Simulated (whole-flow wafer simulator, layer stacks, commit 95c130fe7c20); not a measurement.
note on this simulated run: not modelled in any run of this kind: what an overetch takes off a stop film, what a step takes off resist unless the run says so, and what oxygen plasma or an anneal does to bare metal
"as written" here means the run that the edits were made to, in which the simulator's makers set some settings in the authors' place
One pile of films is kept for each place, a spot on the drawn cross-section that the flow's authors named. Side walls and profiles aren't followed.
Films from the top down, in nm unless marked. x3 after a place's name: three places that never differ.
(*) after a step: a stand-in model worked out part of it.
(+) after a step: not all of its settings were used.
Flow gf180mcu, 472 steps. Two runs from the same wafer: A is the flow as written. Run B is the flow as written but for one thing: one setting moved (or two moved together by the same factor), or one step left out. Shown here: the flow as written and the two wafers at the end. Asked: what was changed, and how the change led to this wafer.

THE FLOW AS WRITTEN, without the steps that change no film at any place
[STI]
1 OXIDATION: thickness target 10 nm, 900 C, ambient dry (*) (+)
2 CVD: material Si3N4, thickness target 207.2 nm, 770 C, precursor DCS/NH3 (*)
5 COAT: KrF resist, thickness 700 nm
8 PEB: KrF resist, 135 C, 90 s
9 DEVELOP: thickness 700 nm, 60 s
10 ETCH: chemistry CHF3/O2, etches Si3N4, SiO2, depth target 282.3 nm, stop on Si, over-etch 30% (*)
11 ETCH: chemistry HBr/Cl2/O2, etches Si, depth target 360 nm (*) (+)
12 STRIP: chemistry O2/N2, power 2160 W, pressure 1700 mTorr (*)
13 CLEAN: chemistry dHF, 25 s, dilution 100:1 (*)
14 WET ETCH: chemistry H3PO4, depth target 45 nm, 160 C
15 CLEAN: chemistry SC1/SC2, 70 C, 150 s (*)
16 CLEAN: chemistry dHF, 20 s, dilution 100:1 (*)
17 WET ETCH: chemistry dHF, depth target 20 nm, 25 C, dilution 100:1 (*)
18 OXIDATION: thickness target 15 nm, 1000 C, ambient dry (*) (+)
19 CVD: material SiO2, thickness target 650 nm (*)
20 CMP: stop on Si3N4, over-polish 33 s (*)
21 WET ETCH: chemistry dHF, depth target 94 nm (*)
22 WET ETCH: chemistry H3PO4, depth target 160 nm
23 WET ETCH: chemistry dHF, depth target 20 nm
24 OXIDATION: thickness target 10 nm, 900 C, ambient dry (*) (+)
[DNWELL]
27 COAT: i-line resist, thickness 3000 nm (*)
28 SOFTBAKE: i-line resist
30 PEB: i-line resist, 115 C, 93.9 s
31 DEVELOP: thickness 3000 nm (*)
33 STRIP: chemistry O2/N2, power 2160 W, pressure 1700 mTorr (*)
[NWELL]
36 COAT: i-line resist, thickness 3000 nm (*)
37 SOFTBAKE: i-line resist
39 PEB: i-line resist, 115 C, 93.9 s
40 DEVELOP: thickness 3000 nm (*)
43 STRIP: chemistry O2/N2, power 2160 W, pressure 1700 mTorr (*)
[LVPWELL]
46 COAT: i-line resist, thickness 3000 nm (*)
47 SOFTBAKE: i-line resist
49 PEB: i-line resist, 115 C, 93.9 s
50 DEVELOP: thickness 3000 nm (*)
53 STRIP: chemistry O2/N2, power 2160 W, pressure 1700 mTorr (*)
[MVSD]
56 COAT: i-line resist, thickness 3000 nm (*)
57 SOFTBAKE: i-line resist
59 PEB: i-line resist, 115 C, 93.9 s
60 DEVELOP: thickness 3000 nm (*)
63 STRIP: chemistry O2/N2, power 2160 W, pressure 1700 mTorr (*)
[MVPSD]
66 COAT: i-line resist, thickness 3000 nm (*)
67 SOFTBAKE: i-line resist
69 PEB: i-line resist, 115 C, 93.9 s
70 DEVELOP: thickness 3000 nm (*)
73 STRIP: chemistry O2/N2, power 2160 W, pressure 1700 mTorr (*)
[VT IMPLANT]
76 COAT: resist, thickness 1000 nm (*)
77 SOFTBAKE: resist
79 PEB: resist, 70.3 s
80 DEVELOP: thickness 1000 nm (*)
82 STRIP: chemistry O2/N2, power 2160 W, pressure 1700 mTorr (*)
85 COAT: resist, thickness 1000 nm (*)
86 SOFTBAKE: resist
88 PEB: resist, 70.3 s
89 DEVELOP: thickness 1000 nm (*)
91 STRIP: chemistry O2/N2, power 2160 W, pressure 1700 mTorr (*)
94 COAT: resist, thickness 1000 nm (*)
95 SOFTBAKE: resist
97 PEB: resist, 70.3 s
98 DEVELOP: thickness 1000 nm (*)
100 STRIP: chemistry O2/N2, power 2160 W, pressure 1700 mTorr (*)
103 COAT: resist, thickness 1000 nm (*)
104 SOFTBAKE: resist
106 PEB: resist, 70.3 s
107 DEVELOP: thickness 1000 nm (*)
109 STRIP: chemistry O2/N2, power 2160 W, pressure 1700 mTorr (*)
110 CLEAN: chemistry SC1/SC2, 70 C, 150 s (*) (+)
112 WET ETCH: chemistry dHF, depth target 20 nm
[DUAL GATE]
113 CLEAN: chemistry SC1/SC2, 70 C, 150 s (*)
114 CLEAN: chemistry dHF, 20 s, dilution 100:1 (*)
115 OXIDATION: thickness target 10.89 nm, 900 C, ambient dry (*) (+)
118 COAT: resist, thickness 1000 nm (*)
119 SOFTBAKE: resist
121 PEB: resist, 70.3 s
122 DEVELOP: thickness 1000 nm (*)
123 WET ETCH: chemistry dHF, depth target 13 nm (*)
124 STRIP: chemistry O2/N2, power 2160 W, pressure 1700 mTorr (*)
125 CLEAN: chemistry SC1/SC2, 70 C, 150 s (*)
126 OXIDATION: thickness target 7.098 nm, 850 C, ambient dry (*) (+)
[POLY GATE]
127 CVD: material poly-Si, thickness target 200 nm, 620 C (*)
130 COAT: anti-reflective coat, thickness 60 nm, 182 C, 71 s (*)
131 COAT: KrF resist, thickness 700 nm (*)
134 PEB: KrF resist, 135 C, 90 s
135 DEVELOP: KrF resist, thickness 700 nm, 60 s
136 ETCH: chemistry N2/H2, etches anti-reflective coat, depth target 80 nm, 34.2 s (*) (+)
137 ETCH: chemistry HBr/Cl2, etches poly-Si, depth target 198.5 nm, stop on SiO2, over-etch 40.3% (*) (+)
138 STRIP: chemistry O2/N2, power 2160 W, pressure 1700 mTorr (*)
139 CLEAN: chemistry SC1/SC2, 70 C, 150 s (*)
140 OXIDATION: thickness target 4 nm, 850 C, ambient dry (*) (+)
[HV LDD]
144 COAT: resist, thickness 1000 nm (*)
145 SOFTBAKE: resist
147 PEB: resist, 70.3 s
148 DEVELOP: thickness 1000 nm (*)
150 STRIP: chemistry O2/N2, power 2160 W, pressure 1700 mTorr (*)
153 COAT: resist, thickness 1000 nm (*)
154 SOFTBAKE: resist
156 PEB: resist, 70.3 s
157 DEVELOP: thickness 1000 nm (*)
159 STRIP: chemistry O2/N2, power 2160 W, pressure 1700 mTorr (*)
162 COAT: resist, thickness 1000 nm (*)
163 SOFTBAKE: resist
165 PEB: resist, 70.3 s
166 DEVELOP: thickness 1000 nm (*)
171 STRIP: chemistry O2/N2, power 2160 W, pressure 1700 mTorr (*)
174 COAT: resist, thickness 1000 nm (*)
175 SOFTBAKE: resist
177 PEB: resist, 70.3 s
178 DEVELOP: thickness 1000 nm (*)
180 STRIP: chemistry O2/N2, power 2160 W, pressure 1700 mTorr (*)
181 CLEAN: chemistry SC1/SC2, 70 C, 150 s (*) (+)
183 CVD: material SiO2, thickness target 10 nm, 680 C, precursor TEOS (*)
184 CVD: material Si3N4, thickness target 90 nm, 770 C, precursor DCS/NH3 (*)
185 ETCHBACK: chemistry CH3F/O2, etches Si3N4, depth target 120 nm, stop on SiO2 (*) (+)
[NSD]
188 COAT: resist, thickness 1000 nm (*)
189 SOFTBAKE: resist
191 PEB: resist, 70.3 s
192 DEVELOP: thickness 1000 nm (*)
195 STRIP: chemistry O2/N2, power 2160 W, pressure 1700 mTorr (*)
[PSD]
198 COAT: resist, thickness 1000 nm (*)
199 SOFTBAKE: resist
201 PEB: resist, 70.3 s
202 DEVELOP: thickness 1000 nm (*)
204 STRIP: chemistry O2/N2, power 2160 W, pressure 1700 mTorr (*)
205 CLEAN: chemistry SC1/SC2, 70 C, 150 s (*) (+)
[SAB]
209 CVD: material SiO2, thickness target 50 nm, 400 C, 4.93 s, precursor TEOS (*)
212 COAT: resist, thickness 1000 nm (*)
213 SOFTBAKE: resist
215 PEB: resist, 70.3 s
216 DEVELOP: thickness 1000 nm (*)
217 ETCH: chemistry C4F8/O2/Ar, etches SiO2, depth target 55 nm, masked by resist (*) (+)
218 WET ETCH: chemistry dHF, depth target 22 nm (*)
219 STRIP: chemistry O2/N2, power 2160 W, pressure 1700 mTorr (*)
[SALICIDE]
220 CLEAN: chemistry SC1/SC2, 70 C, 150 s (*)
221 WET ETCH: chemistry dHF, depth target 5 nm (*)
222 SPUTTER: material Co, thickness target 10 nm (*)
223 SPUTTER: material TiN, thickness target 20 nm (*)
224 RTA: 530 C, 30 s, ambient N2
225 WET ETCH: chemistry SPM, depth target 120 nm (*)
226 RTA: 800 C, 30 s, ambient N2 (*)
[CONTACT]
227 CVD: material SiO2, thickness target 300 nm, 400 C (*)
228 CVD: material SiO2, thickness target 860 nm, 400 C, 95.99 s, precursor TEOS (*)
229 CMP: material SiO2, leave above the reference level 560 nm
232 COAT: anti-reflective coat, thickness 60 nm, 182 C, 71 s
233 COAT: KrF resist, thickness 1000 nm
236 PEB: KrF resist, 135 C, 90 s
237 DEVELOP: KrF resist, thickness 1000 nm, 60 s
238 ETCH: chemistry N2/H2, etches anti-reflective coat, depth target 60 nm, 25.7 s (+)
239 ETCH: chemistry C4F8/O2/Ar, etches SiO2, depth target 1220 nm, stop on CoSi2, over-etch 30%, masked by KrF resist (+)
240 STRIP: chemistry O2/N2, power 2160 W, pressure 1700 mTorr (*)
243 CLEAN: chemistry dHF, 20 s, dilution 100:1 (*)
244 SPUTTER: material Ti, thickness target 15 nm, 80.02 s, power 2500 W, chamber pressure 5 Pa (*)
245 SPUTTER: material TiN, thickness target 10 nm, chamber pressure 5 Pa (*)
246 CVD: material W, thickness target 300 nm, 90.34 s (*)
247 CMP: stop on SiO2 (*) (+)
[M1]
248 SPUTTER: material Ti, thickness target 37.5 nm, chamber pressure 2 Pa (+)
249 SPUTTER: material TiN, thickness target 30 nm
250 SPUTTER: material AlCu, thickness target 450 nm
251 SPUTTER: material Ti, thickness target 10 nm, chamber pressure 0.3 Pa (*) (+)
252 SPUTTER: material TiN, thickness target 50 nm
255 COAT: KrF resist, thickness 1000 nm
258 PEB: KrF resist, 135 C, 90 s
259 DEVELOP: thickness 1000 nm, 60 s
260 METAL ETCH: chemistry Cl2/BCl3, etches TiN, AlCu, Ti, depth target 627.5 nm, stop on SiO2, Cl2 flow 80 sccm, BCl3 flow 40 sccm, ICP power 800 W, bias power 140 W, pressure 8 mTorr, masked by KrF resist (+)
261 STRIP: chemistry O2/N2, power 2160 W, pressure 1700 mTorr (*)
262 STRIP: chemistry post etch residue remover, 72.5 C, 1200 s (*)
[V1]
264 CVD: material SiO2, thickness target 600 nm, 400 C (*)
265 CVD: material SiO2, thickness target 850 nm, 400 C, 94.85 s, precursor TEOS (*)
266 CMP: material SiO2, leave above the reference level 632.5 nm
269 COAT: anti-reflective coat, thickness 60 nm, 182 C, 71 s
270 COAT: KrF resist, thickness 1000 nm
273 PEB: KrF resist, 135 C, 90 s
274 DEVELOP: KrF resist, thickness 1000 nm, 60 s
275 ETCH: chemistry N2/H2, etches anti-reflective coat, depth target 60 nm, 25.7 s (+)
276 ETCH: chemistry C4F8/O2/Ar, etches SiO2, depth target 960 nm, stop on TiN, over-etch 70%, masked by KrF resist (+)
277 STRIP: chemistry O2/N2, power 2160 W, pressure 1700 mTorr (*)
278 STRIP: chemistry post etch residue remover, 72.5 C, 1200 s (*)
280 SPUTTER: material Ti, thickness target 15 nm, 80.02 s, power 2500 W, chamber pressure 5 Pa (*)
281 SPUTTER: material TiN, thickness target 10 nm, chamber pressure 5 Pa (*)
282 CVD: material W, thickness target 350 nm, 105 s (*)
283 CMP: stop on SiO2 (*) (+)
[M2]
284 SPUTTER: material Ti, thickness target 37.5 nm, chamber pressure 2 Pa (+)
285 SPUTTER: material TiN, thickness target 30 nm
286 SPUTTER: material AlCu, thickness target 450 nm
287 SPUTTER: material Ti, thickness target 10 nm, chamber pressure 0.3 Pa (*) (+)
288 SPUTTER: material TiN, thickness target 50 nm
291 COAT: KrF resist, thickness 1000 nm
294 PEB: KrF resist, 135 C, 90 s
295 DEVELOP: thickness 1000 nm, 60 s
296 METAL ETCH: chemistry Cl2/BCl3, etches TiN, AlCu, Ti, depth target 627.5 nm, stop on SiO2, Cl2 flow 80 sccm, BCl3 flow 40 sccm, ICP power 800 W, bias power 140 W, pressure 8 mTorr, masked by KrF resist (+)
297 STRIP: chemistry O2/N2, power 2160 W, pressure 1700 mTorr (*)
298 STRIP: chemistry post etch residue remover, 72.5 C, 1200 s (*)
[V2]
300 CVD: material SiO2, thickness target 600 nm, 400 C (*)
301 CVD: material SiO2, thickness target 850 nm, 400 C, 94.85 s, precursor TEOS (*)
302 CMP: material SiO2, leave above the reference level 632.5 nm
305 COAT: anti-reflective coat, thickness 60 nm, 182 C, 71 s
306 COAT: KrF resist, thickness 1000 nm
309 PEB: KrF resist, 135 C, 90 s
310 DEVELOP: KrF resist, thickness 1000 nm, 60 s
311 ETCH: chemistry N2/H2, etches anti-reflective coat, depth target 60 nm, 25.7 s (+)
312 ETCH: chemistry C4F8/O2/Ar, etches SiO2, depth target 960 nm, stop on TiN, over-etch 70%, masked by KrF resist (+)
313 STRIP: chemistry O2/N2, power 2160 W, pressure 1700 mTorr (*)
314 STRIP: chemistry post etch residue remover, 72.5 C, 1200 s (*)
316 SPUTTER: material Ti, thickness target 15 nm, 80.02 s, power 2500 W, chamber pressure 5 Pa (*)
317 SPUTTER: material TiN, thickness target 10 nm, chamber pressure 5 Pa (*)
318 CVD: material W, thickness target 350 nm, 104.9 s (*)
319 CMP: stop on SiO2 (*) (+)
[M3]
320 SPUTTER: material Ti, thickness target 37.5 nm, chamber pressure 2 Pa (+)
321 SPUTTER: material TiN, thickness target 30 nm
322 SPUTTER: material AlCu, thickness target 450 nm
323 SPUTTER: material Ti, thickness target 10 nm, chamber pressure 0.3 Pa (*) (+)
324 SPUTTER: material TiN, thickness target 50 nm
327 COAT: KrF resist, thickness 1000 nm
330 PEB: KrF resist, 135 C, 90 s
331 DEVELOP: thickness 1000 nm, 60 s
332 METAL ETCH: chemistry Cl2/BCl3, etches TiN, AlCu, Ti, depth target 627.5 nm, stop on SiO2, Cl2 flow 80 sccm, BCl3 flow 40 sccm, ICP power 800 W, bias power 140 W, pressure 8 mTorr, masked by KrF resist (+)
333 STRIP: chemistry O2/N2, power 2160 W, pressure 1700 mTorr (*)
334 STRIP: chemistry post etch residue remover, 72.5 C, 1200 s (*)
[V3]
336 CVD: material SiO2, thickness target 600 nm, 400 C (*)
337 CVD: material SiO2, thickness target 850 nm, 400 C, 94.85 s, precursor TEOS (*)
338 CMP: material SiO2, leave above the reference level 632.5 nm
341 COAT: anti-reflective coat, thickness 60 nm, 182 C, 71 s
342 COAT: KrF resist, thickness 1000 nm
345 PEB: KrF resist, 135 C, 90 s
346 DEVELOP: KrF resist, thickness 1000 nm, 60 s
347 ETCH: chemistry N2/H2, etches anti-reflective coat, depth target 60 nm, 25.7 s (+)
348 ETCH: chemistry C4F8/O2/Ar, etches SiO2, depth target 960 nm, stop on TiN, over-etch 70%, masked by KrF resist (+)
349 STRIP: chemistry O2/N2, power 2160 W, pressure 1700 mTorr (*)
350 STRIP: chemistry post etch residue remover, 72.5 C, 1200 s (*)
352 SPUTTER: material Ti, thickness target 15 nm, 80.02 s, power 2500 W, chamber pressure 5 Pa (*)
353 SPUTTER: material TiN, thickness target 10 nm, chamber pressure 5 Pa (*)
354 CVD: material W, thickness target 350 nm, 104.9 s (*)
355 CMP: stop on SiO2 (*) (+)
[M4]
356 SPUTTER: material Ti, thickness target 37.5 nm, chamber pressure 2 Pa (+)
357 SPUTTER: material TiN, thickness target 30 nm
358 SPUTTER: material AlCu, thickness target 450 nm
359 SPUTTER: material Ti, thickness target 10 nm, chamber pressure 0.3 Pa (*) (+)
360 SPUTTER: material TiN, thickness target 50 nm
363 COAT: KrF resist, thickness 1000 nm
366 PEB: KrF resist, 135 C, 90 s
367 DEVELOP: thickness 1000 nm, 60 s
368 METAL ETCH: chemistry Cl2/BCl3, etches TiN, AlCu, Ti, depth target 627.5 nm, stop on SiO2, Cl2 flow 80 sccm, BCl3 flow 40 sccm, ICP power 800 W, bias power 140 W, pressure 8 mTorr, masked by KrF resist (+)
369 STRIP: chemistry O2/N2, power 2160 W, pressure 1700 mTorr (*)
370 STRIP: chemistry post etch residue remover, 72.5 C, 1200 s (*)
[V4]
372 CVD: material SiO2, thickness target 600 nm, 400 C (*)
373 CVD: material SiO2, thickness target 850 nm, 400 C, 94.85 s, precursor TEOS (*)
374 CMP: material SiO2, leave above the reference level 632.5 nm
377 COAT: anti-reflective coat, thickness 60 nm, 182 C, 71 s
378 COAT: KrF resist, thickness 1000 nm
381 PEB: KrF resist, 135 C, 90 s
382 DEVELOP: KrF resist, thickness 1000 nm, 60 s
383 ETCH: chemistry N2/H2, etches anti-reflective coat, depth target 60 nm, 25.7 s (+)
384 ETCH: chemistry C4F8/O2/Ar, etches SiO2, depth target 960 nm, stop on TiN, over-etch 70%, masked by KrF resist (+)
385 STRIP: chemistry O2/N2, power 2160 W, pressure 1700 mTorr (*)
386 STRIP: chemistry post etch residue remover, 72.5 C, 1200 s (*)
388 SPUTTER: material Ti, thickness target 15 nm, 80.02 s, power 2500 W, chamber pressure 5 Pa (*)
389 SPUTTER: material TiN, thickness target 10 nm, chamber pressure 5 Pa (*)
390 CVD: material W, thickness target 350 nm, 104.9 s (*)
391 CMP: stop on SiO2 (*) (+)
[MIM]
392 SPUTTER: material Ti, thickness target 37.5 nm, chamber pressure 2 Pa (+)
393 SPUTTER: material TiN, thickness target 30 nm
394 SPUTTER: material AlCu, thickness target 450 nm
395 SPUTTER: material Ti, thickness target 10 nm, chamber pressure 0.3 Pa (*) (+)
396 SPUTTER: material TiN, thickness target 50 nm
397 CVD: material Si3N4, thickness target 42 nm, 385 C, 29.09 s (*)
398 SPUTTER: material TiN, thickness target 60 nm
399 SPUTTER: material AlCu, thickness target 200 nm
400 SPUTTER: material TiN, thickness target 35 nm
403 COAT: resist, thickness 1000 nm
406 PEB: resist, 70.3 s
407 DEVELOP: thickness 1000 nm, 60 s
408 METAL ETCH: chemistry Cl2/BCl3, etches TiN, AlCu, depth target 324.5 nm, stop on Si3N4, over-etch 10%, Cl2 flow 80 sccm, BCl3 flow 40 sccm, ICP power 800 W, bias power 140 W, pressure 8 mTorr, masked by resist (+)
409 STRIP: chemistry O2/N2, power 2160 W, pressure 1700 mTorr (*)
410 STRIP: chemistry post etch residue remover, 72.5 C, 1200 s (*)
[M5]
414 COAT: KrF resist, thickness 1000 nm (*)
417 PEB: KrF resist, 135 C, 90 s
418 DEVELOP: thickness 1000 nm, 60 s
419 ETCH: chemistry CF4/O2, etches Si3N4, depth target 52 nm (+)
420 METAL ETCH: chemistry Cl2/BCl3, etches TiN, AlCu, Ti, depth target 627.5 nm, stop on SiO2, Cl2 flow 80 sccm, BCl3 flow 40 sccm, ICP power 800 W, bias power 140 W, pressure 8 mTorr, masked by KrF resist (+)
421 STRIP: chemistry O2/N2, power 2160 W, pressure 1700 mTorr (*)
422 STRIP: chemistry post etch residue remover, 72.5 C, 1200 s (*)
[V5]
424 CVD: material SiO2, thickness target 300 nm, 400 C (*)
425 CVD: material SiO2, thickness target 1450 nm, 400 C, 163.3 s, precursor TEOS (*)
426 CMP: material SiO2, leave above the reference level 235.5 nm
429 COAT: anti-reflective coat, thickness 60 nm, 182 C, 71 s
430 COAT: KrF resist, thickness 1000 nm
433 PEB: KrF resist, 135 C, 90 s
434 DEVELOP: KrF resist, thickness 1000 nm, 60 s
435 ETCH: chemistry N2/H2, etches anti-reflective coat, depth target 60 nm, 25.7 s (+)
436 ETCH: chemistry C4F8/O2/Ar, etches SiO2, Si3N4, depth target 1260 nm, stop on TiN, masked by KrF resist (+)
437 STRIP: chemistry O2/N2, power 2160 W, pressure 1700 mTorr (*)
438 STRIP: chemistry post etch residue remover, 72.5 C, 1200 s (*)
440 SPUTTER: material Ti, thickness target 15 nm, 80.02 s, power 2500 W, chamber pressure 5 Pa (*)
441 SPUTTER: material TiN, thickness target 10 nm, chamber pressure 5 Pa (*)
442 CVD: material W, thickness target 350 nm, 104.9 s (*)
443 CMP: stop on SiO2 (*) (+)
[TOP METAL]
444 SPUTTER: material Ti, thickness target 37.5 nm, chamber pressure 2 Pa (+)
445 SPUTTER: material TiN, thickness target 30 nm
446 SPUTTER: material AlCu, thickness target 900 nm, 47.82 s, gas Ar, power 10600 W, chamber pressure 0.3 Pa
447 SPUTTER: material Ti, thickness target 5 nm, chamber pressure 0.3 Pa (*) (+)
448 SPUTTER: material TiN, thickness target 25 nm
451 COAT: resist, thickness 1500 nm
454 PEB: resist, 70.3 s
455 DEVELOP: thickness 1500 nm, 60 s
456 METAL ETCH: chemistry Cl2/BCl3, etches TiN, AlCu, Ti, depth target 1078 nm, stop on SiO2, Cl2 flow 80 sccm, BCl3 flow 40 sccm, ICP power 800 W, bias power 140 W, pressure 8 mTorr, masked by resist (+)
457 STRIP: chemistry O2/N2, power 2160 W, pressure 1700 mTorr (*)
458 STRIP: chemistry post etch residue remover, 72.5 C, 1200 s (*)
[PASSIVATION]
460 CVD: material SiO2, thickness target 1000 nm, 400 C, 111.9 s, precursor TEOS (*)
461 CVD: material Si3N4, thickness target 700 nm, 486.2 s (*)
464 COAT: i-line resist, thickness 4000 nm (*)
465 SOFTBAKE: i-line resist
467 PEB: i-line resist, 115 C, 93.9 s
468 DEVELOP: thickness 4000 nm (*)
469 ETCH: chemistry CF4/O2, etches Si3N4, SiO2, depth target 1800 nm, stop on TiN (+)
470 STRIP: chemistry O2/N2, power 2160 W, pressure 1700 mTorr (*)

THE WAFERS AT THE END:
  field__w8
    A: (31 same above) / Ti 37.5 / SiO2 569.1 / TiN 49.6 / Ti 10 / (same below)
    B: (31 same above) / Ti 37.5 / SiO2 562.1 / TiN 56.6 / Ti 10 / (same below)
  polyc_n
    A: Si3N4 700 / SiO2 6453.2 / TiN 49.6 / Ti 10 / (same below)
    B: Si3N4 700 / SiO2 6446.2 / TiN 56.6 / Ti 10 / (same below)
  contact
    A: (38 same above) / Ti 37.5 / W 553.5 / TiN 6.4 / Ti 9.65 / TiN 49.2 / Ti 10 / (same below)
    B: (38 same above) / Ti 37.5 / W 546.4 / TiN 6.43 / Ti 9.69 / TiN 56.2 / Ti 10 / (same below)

The cause: step 252, SPUTTER: thickness target 57 nm was run, where the flow has thickness target 50 nm.

How the change led to this, step by step:
  252 SPUTTER: material TiN, thickness target 50 nm
      field, field__w1, field__w2 and 108 more: A TiN +50 (new film) | B TiN +57 (new film)
  260 METAL ETCH: chemistry Cl2/BCl3, etches TiN, AlCu, Ti, depth target 627.5 nm, stop on SiO2, Cl2 flow 80 sccm, BCl3 flow 40 sccm, ICP power 800 W, bias power 140 W, pressure 8 mTorr, masked by KrF resist (+)
      field, field__w1, field__w2 and 99 more: A TiN -50 (all of it), Ti -10 (all of it), AlCu -450 (all of it), TiN -30 (all of it), Ti -37.5 (all of it) | B TiN -57 (all of it), Ti -10 (all of it), AlCu -450 (all of it), TiN -30 (all of it), Ti -37.5 (all of it)
